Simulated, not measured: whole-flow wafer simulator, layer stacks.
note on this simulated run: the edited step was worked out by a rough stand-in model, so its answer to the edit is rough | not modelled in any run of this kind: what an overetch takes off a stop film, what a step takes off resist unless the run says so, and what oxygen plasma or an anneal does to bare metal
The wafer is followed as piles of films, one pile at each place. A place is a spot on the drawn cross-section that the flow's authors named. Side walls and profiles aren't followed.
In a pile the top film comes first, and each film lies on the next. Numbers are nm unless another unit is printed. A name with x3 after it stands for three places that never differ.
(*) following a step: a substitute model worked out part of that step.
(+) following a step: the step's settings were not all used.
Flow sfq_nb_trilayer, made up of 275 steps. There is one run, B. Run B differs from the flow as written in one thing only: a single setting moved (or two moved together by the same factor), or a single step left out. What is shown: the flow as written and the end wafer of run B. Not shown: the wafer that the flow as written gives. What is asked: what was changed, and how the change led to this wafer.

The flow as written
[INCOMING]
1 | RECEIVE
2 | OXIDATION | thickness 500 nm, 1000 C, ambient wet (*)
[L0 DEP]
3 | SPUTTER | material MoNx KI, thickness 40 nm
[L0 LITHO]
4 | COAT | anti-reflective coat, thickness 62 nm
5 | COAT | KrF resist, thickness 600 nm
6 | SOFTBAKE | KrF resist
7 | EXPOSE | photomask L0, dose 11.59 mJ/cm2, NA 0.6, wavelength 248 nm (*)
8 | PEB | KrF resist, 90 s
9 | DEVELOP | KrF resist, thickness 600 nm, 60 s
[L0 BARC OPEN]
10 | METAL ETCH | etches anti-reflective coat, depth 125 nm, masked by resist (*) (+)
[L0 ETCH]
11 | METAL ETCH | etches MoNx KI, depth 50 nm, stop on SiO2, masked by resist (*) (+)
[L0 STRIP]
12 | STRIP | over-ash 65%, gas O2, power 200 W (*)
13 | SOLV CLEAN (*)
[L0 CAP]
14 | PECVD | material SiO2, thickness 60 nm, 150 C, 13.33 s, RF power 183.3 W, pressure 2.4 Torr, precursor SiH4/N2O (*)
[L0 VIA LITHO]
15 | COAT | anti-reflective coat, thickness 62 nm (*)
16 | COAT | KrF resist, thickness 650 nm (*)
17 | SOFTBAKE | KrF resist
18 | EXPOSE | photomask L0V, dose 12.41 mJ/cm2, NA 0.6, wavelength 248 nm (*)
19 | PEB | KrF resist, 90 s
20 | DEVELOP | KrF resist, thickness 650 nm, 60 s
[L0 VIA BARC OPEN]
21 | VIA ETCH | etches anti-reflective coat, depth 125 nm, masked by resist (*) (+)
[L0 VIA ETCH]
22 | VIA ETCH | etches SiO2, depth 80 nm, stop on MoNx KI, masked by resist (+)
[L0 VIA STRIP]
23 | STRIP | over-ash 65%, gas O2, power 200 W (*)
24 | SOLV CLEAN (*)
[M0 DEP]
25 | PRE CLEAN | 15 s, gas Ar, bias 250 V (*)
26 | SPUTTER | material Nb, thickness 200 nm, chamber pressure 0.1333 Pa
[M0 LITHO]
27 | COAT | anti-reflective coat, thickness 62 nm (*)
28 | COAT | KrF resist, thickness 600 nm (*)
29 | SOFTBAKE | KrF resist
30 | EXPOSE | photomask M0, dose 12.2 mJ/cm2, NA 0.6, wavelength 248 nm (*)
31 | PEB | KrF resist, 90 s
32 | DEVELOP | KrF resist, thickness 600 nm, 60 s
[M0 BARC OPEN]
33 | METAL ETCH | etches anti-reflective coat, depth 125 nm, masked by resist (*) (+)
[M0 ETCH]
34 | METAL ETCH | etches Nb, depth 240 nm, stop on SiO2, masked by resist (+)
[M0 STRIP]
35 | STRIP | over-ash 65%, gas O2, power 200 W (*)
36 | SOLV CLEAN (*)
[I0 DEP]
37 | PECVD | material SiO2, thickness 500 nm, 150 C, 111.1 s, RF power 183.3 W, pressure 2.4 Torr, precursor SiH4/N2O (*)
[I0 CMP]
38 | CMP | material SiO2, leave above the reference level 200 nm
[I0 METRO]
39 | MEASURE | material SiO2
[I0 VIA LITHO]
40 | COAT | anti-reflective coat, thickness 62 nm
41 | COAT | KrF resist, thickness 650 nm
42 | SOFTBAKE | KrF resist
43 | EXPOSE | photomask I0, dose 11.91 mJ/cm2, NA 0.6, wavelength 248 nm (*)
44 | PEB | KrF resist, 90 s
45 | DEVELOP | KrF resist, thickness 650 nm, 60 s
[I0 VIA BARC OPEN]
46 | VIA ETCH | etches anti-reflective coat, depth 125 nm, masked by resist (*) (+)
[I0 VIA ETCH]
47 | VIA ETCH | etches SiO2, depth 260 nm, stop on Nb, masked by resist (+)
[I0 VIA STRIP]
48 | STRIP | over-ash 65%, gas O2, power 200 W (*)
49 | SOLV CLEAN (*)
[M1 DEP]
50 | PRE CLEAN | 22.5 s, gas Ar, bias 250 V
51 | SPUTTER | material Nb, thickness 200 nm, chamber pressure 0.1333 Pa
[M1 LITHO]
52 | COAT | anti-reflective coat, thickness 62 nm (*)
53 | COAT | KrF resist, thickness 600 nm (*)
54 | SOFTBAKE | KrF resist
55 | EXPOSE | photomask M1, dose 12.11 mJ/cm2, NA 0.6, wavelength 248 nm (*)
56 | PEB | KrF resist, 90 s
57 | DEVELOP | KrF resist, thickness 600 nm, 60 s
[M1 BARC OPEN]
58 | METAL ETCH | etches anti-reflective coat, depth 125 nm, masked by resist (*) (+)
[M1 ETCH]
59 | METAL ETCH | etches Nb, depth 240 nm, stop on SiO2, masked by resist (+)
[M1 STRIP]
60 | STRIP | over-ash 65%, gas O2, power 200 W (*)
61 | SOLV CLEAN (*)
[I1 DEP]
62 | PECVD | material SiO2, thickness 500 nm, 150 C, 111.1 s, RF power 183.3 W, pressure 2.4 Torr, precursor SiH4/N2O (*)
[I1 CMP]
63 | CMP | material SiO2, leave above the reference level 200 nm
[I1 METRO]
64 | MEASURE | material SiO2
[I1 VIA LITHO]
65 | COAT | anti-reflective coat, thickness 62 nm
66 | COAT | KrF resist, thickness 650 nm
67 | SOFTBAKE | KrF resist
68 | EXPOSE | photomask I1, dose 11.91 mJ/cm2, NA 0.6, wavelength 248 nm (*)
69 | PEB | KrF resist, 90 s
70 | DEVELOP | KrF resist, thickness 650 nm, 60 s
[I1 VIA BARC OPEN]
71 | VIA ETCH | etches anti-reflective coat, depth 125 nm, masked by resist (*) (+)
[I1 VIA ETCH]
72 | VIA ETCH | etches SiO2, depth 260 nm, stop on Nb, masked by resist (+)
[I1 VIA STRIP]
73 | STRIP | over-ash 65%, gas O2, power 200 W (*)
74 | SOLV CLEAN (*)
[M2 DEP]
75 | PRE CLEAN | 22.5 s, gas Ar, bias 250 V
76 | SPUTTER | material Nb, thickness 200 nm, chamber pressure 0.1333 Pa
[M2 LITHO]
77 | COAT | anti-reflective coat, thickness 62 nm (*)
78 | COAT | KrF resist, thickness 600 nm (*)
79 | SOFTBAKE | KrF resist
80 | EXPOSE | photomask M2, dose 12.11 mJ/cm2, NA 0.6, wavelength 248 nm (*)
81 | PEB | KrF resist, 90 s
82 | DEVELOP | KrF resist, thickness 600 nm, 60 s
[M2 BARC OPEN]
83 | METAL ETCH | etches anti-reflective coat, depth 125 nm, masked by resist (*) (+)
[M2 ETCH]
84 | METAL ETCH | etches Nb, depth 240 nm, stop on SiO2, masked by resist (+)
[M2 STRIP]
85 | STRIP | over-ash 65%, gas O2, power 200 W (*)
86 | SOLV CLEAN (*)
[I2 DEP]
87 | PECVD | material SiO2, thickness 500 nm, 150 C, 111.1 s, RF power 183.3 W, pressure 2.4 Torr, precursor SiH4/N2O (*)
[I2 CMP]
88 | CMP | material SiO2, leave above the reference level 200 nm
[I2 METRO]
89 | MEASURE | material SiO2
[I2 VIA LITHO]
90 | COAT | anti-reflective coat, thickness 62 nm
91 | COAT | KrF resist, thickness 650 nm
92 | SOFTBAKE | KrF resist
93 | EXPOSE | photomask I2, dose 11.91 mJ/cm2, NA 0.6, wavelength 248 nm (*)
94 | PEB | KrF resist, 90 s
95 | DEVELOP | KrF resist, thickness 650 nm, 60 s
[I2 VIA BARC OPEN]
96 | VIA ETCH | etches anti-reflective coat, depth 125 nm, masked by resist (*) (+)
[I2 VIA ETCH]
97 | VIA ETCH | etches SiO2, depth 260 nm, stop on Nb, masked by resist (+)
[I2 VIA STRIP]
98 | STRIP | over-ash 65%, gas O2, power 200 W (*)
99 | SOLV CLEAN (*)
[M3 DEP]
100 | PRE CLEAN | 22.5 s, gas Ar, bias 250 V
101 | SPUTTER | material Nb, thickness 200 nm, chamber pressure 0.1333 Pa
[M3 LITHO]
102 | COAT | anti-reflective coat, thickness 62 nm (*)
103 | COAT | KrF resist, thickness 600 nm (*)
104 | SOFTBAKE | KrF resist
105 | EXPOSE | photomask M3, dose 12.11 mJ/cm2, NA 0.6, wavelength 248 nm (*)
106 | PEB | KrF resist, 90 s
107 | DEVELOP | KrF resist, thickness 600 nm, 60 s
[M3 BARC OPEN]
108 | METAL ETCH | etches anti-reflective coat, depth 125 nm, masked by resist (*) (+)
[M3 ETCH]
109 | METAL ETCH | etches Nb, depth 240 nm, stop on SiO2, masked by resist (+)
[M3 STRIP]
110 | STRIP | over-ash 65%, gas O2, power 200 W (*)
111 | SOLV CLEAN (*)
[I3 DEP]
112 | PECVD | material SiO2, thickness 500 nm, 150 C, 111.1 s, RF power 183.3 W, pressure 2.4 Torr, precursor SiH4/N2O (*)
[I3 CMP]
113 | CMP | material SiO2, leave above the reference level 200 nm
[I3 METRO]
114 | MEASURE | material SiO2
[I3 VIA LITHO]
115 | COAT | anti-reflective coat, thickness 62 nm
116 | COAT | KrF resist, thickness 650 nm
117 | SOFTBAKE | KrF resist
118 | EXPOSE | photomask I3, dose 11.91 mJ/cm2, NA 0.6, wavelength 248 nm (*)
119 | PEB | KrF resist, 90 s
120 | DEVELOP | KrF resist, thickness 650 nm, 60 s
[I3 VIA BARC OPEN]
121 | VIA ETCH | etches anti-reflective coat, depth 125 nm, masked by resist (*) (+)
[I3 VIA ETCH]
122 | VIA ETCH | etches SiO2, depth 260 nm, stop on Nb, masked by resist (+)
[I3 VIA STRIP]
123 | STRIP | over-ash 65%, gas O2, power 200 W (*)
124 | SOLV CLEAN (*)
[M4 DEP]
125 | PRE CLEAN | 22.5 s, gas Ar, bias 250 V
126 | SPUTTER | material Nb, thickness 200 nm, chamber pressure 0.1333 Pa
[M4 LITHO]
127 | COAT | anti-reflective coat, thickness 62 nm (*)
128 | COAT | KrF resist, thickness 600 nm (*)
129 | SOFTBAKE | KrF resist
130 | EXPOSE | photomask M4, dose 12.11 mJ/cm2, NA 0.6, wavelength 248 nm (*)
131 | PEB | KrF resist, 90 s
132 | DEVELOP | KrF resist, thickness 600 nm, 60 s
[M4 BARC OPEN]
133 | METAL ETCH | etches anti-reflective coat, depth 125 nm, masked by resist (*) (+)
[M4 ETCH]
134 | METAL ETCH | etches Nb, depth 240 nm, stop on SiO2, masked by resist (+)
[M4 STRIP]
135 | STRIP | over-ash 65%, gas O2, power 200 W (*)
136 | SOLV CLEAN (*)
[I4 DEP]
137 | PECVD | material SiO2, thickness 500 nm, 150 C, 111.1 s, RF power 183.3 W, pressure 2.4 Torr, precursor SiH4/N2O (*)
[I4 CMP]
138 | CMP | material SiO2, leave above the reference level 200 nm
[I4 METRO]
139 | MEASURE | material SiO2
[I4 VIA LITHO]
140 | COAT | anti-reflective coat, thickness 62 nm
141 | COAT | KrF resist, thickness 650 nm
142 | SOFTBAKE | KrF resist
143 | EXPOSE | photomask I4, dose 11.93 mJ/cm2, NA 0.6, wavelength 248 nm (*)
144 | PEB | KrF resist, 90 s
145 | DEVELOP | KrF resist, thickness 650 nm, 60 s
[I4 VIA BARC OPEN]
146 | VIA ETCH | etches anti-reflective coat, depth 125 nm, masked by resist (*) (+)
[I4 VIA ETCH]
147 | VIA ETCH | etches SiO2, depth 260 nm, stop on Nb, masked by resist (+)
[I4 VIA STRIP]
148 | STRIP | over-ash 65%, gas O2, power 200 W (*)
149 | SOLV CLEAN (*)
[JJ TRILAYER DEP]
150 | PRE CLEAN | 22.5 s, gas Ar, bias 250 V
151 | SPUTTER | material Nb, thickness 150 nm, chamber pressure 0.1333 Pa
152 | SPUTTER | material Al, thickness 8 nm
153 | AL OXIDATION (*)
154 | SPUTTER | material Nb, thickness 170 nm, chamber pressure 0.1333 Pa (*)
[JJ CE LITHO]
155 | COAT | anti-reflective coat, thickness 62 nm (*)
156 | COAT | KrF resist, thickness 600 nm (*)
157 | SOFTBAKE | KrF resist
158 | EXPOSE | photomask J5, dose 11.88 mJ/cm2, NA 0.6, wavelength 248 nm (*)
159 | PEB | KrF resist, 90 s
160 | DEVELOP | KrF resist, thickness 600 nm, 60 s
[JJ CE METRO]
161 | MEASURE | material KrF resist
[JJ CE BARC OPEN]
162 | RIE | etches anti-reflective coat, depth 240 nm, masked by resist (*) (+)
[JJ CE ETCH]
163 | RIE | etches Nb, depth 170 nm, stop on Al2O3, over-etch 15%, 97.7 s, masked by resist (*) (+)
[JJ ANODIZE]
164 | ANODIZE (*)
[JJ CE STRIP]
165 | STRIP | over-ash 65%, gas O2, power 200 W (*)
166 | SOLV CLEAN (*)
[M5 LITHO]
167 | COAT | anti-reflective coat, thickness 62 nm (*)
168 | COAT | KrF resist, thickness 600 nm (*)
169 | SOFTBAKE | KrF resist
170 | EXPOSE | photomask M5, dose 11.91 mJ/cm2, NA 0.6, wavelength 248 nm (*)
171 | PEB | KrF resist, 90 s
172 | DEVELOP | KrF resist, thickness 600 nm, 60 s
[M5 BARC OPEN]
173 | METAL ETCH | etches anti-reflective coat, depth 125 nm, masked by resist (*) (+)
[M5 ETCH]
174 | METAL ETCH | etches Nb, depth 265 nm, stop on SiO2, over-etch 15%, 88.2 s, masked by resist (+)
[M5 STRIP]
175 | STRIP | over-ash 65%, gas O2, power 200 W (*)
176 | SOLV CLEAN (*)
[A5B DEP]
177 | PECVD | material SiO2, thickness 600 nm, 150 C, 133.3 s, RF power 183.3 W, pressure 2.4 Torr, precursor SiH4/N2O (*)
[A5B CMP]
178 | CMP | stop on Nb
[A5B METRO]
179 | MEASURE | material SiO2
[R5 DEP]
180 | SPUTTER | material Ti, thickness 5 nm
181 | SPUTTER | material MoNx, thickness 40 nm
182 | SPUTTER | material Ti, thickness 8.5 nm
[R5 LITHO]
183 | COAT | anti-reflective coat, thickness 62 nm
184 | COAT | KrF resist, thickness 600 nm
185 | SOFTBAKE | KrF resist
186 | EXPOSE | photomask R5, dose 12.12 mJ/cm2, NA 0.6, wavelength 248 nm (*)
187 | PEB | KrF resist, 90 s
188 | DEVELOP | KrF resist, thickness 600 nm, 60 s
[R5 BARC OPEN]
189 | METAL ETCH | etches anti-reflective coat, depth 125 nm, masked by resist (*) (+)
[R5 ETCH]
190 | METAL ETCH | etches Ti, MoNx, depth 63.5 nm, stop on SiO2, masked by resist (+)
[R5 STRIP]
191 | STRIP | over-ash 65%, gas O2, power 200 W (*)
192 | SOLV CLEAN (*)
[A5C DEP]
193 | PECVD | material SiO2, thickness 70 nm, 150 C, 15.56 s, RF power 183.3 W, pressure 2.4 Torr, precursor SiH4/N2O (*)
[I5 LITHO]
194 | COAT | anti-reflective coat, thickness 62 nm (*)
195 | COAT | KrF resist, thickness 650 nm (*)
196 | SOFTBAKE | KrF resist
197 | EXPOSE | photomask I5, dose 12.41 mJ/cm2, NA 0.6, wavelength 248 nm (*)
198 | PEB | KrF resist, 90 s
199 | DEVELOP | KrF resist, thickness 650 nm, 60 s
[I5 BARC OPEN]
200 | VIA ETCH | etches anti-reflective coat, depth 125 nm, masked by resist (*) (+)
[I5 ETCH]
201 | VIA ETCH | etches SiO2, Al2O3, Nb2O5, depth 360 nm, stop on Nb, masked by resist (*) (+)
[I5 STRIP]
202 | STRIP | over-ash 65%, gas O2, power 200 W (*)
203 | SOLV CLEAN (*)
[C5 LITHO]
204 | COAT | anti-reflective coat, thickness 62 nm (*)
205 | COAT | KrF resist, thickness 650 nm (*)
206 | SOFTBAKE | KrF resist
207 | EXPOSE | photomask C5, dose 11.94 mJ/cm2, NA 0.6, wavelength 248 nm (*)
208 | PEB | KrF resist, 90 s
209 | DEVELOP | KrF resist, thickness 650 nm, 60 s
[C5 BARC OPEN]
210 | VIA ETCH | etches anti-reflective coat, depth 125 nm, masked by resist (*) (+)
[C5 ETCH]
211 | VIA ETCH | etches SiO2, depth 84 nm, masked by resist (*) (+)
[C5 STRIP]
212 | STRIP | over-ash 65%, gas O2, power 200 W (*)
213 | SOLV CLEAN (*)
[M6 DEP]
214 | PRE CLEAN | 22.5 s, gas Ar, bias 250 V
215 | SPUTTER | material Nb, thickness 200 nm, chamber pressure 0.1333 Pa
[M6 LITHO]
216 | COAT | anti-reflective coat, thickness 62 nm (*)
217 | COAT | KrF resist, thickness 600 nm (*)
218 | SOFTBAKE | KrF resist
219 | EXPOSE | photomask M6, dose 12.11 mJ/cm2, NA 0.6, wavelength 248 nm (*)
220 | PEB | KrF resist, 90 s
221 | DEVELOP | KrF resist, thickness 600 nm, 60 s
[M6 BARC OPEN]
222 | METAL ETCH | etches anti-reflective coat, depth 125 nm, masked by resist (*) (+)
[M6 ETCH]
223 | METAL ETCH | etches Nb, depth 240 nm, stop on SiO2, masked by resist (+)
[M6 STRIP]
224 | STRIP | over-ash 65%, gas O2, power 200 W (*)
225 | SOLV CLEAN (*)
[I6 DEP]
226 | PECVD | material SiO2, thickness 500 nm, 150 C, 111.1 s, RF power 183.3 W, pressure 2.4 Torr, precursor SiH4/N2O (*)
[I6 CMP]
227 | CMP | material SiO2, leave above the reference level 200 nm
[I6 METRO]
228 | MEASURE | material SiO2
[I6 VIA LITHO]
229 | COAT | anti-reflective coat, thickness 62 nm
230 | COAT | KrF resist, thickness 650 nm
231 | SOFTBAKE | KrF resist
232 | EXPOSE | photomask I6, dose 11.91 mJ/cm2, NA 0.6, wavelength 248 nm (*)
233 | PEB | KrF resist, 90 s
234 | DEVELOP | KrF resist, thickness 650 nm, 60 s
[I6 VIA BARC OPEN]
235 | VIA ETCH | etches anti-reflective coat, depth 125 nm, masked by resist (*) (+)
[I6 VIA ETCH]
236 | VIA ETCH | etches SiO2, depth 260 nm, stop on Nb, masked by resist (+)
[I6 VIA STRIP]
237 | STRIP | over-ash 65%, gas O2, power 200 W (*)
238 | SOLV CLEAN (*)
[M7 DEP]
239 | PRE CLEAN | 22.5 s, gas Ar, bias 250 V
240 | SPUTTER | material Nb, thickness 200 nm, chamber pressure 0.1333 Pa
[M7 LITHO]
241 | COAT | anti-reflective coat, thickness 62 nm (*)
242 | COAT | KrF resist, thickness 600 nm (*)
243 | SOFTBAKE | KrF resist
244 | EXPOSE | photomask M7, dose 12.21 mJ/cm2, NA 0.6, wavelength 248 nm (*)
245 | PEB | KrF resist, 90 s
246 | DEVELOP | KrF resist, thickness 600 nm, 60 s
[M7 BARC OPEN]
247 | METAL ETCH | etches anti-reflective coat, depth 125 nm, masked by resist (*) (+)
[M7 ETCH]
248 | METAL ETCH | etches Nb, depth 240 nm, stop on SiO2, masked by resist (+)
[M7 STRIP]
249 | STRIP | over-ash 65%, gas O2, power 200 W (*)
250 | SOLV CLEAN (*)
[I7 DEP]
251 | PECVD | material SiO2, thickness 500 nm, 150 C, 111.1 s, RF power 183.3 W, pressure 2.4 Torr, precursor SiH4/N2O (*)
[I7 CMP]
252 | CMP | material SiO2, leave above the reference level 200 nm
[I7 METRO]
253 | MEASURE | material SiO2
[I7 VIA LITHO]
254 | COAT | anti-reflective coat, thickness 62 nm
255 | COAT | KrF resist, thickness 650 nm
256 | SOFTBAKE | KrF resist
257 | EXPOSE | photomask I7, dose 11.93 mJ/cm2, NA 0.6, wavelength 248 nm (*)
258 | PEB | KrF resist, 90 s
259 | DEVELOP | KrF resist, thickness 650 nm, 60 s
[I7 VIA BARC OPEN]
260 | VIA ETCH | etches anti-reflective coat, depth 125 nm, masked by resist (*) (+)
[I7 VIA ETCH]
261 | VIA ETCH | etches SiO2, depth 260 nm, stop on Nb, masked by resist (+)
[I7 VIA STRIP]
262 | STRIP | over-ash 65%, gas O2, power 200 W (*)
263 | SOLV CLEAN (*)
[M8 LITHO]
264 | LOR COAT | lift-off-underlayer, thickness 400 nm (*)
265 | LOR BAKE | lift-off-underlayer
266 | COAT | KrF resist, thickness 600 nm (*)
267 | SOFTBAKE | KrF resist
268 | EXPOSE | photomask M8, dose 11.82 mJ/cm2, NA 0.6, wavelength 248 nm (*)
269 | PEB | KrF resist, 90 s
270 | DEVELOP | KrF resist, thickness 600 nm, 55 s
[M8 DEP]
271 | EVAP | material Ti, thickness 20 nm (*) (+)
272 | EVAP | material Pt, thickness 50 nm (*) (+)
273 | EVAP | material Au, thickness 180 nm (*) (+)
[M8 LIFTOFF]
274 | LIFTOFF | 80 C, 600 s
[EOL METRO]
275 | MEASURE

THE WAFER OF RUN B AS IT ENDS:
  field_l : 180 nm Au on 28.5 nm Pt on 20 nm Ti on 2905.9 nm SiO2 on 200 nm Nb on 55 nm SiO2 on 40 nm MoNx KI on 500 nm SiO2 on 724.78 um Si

What caused this: step 272, EVAP: thickness 28.5 nm was run, though the flow has thickness 50 nm.
The wafer itself shows it: field_l has Pt 28.5, and step 272 as written asks for 50 nm.

Step by step, how the change led to this:
  272 | EVAP | material Pt, thickness 50 nm (*) (+)
      field_l, v_sur, via_wl and 103 more: Pt gains 28.5 (new film) (as written it would have been: Pt gains 50 (new film))
  274 | LIFTOFF | 80 C, 600 s
      p4_fl, p4_fm, p4_w1 and 71 more: Au loses 180 (all of it), Pt loses 28.5 (all of it), Ti loses 20 (all of it), KrF resist loses 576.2 (all of it), lift-off-underlayer loses 400 (all of it) (as written it would have been: Au loses 180 (all of it), Pt loses 50 (all of it), Ti loses 20 (all of it), KrF resist loses 576.2 (all of it), lift-off-underlayer loses 400 (all of it))
      c5j, ce_r: Au loses 180 (all of it), Pt loses 28.5 (all of it), Ti loses 20 (all of it), KrF resist loses 573.3 (all of it), lift-off-underlayer loses 399.3 (all of it) (as written it would have been: Au loses 180 (all of it), Pt loses 50 (all of it), Ti loses 20 (all of it), KrF resist loses 573.3 (all of it), lift-off-underlayer loses 399.3 (all of it))
      (also at 19 further places)
